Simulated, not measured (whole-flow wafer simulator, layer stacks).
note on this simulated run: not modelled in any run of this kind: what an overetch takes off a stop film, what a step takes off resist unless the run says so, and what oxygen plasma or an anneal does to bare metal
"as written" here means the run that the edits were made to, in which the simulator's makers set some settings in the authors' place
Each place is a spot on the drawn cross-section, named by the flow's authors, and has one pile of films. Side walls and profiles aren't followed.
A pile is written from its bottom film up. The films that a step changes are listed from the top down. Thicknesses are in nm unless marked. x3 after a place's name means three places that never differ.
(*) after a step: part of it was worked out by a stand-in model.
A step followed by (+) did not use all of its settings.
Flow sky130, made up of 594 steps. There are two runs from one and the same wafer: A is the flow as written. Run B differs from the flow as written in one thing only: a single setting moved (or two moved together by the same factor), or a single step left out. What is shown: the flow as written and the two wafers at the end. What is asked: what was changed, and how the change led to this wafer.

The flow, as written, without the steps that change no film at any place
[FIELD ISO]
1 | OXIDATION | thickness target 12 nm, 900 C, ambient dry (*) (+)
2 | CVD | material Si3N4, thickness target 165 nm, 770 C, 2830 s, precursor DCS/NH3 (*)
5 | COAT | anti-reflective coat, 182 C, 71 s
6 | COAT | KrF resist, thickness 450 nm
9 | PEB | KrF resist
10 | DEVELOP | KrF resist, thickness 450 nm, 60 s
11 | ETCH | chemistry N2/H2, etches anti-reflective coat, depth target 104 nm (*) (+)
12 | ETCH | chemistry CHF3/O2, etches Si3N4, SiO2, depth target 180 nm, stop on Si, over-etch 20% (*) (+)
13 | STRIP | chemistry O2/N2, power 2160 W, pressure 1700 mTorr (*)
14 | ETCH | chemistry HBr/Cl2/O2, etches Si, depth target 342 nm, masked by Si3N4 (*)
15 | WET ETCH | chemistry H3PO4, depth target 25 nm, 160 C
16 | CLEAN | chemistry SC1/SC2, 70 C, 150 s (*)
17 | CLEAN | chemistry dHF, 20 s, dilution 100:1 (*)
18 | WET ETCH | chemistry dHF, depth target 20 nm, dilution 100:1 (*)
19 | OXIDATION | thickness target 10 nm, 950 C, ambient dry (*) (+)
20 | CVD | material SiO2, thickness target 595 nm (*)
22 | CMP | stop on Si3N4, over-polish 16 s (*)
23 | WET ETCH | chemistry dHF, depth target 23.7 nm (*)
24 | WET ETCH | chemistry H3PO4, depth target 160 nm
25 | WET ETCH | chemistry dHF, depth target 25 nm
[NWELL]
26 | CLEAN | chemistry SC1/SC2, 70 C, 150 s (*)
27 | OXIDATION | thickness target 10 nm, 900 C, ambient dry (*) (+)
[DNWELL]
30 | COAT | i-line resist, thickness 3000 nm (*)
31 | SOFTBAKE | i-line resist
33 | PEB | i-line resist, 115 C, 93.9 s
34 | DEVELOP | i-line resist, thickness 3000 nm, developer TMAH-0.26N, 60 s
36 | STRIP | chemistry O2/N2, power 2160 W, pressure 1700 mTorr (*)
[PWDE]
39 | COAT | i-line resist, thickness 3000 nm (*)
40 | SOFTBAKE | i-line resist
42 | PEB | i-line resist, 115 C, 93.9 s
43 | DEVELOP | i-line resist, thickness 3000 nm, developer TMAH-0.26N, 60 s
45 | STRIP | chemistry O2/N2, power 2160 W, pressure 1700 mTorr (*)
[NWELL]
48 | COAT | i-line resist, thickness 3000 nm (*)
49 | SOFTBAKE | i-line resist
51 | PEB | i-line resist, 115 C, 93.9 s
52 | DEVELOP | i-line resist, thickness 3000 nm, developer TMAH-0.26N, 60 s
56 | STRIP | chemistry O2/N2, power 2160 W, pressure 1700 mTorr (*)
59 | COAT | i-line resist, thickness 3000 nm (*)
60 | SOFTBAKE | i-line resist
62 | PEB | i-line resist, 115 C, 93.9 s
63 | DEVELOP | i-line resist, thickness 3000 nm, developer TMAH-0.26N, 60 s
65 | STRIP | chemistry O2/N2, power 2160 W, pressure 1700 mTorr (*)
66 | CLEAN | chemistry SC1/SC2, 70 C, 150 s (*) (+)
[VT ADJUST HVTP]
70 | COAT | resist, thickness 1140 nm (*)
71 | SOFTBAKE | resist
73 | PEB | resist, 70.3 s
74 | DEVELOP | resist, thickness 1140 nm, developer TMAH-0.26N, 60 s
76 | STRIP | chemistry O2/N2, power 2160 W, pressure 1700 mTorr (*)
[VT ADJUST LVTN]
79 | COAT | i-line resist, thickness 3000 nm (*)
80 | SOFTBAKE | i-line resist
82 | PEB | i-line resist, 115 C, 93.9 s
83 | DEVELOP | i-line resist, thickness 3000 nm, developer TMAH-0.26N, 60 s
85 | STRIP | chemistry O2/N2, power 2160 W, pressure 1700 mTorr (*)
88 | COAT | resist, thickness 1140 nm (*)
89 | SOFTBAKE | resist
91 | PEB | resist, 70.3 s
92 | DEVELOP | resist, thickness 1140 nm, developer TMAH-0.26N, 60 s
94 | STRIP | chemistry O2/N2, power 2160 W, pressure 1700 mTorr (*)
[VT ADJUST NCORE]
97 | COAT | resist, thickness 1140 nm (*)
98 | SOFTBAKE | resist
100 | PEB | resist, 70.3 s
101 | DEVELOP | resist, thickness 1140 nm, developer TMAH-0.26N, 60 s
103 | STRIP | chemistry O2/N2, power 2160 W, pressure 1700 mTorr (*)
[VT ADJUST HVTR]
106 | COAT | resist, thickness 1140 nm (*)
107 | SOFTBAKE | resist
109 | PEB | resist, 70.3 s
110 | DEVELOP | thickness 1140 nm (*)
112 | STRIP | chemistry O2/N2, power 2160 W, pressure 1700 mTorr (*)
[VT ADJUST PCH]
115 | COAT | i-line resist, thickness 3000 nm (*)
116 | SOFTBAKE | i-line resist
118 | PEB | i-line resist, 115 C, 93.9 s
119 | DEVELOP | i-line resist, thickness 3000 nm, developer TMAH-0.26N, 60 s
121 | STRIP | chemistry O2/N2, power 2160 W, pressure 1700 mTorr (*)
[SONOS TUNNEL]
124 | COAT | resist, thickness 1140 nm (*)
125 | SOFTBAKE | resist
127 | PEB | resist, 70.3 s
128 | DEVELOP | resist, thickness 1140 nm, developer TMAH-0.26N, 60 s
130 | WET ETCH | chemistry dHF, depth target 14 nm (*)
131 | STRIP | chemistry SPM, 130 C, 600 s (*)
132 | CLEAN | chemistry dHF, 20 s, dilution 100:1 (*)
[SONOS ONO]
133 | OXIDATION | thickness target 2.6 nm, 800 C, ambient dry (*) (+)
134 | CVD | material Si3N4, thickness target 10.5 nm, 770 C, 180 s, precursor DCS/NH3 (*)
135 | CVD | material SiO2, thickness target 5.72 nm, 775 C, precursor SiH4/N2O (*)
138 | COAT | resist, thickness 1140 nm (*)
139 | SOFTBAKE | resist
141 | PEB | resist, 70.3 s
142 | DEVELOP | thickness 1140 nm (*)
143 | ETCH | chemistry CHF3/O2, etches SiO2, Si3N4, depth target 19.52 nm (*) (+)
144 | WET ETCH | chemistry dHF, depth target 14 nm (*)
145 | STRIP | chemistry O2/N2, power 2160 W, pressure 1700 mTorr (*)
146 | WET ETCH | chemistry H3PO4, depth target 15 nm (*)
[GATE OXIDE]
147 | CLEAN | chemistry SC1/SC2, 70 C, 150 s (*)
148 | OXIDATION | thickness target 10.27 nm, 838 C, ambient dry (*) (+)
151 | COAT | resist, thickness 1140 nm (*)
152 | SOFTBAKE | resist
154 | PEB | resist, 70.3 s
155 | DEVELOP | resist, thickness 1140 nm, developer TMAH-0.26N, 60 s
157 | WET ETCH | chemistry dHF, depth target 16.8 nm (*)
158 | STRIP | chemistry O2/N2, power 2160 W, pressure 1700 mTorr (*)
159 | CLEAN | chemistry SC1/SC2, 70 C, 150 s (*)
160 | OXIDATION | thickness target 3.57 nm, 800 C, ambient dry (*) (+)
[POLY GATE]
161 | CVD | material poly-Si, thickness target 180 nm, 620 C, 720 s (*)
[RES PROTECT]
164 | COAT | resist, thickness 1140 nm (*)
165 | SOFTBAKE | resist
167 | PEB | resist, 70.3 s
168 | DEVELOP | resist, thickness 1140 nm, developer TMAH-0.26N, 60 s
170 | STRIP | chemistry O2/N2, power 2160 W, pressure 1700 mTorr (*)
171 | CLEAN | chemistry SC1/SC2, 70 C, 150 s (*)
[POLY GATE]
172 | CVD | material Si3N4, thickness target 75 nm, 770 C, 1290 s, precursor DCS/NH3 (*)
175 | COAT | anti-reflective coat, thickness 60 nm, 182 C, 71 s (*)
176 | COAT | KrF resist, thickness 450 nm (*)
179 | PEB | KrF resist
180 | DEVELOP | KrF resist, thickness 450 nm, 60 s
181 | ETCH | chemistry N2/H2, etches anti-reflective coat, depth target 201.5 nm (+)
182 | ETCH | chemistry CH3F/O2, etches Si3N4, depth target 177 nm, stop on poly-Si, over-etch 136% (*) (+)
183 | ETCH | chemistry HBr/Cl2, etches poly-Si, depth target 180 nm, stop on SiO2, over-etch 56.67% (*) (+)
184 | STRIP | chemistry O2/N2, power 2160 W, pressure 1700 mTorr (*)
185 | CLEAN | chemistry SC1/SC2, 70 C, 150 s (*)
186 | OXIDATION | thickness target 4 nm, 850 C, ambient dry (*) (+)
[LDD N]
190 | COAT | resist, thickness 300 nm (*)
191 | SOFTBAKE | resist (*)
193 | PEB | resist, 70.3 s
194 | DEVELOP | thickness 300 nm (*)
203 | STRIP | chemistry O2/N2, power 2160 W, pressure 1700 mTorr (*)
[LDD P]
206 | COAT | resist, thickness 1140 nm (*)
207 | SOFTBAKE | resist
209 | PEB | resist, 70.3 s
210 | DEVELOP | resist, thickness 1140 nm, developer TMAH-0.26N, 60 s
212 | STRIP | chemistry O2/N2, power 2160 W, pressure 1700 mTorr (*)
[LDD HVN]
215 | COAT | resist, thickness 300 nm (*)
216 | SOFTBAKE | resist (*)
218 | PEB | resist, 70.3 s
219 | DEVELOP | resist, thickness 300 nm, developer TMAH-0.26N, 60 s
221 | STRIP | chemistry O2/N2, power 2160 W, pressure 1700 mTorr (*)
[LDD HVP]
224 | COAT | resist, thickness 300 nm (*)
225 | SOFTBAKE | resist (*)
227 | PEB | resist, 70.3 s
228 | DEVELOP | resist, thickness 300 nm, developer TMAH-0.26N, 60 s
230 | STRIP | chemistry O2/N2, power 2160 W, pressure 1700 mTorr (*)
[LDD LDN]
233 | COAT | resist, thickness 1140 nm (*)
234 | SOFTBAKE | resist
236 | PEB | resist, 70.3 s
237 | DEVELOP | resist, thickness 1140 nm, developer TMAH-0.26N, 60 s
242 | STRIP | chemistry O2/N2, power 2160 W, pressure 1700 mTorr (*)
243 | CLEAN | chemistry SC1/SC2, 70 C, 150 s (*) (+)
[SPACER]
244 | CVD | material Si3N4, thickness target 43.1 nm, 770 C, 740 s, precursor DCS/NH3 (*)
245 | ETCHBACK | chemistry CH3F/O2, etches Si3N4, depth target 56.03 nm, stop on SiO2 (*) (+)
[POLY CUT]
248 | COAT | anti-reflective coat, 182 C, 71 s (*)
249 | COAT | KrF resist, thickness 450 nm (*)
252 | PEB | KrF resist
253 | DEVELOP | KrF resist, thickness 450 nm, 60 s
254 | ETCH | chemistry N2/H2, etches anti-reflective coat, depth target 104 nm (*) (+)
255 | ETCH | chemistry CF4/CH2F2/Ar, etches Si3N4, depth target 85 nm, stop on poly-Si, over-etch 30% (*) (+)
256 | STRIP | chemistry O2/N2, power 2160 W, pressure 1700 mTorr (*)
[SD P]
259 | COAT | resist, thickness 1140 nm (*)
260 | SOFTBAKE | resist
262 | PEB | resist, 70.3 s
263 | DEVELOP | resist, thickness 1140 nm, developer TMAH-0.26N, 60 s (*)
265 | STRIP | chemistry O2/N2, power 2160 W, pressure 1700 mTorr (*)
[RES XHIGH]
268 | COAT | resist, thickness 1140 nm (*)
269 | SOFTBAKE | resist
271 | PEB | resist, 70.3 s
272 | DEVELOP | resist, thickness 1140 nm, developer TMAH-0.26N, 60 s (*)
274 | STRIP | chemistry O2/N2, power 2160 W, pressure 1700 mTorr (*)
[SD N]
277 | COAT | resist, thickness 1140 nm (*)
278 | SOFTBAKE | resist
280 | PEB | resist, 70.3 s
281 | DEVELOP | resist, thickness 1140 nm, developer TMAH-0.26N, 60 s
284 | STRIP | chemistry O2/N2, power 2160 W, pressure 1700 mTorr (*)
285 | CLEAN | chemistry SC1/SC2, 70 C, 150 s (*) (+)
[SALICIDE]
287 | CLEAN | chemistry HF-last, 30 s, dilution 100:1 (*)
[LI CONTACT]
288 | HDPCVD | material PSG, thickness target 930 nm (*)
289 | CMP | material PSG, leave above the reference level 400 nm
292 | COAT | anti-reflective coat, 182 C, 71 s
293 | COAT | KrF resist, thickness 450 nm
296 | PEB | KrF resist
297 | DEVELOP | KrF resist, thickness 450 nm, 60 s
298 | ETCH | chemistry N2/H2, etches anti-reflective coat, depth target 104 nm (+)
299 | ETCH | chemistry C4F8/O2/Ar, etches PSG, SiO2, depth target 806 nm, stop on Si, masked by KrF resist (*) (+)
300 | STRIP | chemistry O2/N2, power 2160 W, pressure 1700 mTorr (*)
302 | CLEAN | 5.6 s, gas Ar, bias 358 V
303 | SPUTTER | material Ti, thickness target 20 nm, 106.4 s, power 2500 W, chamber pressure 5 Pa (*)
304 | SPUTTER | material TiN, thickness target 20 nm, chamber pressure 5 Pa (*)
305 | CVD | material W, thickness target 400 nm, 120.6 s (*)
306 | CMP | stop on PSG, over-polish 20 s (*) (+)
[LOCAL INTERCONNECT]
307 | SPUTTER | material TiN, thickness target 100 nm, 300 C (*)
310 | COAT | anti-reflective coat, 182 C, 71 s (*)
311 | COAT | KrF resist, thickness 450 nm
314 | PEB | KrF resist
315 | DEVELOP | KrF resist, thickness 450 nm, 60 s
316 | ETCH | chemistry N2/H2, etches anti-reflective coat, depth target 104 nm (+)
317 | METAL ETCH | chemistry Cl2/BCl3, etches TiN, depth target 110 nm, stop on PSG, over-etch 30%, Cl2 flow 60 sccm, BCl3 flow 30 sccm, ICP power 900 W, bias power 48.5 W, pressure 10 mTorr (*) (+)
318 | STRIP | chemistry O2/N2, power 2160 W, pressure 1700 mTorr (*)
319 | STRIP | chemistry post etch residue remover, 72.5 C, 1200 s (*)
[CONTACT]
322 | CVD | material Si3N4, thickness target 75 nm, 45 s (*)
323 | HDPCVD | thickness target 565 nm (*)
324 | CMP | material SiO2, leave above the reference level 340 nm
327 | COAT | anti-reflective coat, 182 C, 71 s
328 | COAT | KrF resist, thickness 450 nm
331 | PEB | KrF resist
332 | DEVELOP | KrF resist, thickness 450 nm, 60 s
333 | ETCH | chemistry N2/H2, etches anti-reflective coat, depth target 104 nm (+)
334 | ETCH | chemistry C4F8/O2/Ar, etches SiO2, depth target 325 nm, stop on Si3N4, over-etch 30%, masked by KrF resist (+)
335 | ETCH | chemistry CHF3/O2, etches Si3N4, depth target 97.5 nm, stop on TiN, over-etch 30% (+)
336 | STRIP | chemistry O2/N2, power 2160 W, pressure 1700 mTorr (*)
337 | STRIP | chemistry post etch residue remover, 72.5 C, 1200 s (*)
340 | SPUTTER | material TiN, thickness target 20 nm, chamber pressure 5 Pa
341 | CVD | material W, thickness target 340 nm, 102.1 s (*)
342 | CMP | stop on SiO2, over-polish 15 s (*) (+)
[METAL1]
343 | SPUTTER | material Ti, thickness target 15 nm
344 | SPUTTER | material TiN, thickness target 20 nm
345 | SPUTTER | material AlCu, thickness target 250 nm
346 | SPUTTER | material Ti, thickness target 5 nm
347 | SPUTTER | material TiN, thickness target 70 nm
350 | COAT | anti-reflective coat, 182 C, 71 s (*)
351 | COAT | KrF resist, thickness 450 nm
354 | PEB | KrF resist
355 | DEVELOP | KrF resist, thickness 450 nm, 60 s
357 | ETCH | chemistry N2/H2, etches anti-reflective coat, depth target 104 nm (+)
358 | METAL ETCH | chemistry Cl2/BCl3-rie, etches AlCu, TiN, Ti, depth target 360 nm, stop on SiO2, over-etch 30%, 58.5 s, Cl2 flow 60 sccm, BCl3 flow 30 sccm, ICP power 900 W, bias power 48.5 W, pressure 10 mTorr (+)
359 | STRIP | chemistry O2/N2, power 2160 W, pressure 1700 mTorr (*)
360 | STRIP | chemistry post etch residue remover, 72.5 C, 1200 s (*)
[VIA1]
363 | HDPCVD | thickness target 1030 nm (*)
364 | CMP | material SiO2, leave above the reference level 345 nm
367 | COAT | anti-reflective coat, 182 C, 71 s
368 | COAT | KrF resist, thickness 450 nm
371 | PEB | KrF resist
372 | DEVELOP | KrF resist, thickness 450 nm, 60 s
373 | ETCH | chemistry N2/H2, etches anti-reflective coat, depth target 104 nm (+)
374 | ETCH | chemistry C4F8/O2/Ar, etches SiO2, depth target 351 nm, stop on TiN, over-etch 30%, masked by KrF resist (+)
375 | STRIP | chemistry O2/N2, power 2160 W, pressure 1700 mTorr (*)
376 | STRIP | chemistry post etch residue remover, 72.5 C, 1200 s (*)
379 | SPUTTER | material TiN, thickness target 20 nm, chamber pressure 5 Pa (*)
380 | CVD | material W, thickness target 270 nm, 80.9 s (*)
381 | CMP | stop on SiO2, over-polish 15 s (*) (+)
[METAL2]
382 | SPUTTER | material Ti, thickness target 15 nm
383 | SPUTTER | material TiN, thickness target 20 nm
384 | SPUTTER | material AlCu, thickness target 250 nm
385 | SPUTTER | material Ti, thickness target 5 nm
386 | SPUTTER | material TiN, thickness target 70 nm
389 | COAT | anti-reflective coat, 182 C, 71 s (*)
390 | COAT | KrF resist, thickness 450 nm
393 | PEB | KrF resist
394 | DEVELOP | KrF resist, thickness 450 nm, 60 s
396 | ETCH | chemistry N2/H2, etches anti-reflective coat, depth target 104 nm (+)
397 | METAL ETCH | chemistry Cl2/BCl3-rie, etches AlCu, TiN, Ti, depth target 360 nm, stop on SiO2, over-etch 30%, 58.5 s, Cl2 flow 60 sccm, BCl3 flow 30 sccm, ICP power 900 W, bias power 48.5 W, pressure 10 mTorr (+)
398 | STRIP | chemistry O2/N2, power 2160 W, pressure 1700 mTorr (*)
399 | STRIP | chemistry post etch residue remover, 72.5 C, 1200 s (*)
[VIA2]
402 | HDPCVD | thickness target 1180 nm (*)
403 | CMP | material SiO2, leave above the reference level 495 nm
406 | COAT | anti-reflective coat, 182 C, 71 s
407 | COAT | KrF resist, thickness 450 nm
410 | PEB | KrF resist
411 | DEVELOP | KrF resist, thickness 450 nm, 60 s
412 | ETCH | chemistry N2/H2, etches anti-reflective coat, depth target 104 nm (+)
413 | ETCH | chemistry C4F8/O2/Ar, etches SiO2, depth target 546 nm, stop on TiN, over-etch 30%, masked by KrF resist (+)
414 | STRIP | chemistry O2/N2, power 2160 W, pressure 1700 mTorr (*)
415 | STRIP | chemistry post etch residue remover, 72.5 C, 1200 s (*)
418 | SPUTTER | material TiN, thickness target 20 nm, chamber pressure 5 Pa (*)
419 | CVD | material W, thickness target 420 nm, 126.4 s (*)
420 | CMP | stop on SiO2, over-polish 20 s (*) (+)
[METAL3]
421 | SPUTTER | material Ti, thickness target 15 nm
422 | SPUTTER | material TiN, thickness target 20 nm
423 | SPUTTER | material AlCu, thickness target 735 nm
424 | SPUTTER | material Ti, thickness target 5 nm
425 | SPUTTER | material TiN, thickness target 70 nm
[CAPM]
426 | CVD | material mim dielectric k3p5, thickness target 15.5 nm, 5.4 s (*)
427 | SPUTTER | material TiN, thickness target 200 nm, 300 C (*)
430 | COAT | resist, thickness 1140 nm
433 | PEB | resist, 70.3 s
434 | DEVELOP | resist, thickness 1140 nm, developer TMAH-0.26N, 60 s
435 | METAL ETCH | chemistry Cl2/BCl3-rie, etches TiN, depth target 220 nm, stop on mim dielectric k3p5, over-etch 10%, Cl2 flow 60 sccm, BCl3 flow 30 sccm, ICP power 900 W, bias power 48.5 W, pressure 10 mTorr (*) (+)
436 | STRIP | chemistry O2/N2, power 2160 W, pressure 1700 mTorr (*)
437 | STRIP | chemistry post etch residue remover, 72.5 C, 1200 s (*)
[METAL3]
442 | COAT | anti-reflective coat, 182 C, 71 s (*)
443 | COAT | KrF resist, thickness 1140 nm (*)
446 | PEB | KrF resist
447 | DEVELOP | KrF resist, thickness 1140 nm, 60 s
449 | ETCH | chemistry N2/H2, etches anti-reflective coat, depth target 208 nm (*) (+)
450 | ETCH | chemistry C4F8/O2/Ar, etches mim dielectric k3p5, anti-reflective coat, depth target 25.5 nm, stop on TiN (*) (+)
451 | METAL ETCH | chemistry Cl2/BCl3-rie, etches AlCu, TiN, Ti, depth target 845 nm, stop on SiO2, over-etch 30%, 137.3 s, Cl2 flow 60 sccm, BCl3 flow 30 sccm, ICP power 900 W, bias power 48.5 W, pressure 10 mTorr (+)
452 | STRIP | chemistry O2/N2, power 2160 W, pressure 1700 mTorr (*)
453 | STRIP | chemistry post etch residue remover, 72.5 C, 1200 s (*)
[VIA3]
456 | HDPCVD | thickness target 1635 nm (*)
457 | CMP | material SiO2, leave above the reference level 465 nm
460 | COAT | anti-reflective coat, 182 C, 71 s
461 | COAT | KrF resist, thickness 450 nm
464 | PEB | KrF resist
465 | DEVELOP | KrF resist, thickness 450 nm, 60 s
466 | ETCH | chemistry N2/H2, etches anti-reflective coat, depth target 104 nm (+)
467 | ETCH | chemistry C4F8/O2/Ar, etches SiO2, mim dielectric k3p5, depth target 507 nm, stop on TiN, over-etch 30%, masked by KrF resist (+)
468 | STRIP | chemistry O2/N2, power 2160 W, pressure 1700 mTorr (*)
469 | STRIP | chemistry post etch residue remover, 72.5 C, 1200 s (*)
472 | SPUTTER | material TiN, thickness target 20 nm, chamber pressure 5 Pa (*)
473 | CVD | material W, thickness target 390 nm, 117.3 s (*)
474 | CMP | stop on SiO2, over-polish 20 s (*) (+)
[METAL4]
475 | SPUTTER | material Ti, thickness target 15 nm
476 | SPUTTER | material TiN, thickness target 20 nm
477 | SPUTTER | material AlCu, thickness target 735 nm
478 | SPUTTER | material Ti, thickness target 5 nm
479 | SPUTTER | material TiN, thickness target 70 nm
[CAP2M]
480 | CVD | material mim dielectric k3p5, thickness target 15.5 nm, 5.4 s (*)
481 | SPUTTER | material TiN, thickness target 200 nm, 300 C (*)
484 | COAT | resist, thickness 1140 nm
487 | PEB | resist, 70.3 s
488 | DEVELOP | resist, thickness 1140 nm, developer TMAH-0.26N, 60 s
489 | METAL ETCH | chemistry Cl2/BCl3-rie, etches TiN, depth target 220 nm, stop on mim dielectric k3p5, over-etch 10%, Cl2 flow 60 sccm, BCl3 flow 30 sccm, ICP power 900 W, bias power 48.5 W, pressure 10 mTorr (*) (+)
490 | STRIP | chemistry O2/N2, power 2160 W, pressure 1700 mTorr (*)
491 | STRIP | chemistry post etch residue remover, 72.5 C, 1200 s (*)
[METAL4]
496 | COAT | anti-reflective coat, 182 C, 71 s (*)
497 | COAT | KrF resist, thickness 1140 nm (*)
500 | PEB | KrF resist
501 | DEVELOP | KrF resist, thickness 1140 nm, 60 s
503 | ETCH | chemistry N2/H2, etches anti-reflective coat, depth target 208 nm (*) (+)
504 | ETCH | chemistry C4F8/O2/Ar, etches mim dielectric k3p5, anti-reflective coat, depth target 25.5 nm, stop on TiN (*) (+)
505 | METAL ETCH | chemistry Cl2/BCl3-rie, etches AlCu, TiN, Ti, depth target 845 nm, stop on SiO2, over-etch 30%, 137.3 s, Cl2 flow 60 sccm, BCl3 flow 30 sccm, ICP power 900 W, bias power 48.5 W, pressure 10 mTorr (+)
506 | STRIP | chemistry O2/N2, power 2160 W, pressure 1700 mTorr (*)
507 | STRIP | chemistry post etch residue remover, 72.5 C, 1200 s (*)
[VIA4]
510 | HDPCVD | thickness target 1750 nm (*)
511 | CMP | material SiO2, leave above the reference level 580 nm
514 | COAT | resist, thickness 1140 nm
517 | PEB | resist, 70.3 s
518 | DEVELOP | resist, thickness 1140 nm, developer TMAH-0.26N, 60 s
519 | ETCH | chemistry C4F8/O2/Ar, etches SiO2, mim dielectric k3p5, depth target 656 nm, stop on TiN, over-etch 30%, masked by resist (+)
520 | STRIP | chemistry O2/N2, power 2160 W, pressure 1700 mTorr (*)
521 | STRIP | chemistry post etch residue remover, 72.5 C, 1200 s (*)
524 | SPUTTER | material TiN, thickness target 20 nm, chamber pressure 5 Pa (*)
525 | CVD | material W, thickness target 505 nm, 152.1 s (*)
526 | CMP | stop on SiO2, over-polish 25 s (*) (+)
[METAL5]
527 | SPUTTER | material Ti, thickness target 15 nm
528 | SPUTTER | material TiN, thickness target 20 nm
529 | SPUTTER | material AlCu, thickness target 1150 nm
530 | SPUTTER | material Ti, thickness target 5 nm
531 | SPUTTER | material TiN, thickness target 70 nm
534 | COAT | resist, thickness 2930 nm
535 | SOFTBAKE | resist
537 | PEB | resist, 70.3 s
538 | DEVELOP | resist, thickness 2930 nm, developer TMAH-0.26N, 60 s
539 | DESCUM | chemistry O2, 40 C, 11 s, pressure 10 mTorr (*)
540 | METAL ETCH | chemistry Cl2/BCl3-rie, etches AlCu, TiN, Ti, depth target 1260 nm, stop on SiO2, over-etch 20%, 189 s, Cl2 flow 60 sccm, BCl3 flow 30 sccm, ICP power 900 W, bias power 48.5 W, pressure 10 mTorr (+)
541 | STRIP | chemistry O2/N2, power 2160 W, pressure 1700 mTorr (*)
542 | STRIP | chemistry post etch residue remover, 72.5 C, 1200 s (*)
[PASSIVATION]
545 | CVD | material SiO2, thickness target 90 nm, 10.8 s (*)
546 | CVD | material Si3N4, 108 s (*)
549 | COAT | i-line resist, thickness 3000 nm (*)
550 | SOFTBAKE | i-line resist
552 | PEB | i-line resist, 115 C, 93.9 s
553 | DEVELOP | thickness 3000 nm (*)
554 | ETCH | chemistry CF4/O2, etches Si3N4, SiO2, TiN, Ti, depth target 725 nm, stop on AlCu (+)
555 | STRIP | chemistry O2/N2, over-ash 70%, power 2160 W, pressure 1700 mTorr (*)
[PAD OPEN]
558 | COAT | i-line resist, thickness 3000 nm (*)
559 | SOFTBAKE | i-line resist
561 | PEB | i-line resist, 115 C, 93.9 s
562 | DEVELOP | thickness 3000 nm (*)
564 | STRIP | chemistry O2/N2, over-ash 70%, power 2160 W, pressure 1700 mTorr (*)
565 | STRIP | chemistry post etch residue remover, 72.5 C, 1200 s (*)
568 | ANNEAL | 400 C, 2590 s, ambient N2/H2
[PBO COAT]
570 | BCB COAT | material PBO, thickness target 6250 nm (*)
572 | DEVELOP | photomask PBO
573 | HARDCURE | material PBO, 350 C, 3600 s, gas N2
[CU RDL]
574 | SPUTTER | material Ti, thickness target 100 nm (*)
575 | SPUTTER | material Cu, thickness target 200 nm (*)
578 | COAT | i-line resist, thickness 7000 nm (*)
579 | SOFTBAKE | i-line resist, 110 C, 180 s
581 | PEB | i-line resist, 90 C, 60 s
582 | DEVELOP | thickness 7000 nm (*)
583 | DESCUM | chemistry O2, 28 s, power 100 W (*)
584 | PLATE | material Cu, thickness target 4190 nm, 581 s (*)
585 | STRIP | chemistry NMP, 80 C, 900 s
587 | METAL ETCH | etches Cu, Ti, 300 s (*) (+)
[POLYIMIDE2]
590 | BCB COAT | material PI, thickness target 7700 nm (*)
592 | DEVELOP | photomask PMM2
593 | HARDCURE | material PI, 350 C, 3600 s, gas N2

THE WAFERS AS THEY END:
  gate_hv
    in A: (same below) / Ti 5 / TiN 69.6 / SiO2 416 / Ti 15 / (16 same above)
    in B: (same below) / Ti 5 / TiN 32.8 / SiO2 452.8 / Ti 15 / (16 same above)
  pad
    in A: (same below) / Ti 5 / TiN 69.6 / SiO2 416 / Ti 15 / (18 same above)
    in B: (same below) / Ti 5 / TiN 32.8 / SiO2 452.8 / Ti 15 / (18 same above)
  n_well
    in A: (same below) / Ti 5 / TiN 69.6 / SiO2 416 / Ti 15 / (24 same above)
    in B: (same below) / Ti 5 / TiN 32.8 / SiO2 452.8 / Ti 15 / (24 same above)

Cause: step 386, SPUTTER: thickness target 33.2 nm was run, whereas the flow has thickness target 70 nm.

How this came from the change, step by step:
  386 | SPUTTER | material TiN, thickness target 70 nm
      field, active, n_well and 188 more: A TiN gains 70 (new film) | B TiN gains 33.2 (new film)
  397 | METAL ETCH | chemistry Cl2/BCl3-rie, etches AlCu, TiN, Ti, depth target 360 nm, stop on SiO2, over-etch 30%, 58.5 s, Cl2 flow 60 sccm, BCl3 flow 30 sccm, ICP power 900 W, bias power 48.5 W, pressure 10 mTorr (+)
      field, active, gate and 82 more: A TiN loses 68.7 (all of it), Ti loses 5 (all of it), AlCu loses 250 (all of it), TiN loses 20 (all of it), Ti loses 15 (all of it), SiO2 loses 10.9 | B TiN loses 31.9 (all of it), Ti loses 5 (all of it), AlCu loses 250 (all of it), TiN loses 20 (all of it), Ti loses 15 (all of it), SiO2 loses 14.6
  403 | CMP | material SiO2, leave above the reference level 495 nm
      n_well, p_well, gate_hv and 101 more: A SiO2 loses 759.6 | B SiO2 loses 722.8
      m1, via1_hole: A SiO2 loses 759.1 | B SiO2 loses 722.3
  413 | ETCH | chemistry C4F8/O2/Ar, etches SiO2, depth target 546 nm, stop on TiN, over-etch 30%, masked by KrF resist (+)
      m1: A SiO2 loses 420.3 (all of it) | B SiO2 loses 457.1 (all of it)
      via2_hole: A SiO2 loses 419.8 (all of it) | B SiO2 loses 456.6 (all of it)
  418 | SPUTTER | material TiN, thickness target 20 nm, chamber pressure 5 Pa (*)
      via2_hole: A TiN gains 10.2 | B TiN gains 9.69
  419 | CVD | material W, thickness target 420 nm, 126.4 s (*)
      m1: A W gains 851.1 (new film) | B W gains 888.4 (new film)
      via2_hole: A W gains 850.7 (new film) | B W gains 887.9 (new film)
